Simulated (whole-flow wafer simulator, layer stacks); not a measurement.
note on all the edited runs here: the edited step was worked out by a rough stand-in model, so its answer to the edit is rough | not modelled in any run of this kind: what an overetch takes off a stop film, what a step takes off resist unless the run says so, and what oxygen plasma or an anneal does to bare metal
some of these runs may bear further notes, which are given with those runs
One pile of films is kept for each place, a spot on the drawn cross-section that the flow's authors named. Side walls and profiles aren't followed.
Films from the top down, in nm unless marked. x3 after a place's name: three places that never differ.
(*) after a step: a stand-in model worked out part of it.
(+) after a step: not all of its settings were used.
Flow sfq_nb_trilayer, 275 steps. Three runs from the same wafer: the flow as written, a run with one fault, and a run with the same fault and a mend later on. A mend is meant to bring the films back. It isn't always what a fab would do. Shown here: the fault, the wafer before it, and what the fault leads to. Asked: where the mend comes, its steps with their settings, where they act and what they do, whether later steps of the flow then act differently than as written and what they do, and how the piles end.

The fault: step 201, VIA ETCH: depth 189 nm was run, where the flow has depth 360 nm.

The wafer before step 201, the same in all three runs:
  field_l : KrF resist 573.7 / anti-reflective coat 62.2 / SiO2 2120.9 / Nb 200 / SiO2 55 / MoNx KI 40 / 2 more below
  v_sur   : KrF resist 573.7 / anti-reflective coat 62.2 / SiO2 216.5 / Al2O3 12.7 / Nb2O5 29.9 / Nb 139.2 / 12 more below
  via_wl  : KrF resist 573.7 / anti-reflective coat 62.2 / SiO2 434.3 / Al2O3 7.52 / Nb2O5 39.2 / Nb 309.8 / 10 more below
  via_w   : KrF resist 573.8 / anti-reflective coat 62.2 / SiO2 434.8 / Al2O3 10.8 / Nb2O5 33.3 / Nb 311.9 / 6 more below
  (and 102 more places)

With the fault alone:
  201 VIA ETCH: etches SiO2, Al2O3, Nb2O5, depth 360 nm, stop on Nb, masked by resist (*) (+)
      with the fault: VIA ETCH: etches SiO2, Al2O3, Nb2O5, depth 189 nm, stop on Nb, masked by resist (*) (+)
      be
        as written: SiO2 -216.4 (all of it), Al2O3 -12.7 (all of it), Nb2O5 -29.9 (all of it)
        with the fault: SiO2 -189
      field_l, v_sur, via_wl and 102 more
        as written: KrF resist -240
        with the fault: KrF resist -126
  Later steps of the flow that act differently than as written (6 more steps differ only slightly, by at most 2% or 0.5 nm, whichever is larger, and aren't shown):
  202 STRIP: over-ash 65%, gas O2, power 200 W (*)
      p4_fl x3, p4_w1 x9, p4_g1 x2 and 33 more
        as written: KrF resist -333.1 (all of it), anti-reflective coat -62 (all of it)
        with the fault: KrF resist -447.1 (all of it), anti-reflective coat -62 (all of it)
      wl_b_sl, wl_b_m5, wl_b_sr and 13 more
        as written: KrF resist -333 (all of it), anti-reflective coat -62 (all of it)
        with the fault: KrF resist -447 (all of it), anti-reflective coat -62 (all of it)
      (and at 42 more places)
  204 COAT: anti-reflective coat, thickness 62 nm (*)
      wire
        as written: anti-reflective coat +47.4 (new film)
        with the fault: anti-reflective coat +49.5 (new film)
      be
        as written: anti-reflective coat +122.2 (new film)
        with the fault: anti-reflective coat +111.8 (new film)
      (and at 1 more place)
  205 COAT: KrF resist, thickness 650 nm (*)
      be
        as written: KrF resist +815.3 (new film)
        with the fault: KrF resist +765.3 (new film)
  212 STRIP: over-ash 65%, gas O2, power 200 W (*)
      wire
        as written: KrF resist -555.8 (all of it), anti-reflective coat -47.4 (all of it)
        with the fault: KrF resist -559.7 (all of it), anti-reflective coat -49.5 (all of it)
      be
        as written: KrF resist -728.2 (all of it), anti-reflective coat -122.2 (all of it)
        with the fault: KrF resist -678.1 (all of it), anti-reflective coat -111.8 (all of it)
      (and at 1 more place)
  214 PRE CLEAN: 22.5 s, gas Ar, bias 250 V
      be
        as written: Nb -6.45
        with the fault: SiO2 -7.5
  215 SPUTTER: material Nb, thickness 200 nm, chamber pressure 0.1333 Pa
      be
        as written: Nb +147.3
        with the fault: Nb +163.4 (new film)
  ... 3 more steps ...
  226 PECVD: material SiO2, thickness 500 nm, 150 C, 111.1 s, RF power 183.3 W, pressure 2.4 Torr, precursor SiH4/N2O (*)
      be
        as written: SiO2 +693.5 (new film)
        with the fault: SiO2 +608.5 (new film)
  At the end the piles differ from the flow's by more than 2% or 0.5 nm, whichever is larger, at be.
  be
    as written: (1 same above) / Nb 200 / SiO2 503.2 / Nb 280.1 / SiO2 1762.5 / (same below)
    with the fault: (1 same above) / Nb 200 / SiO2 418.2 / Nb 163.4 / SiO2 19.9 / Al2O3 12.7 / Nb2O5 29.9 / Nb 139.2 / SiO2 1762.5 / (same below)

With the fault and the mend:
  The mend comes after step 201.
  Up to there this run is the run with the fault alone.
  201a VIA ETCH: etches SiO2, Al2O3, Nb2O5, depth 171 nm, stop on Nb, masked by resist (*) (+) (the flow's step 201 once more, with other settings)
      field_l, v_sur, via_wl and 102 more
        KrF resist -114
      be
        SiO2 -27.4 (all of it), Al2O3 -12.7 (all of it), Nb2O5 -29.9 (all of it)
  No later step of the flow acts differently than as written at any place that is followed.
  At the end the piles are the same as the flow's at every place that both follow.
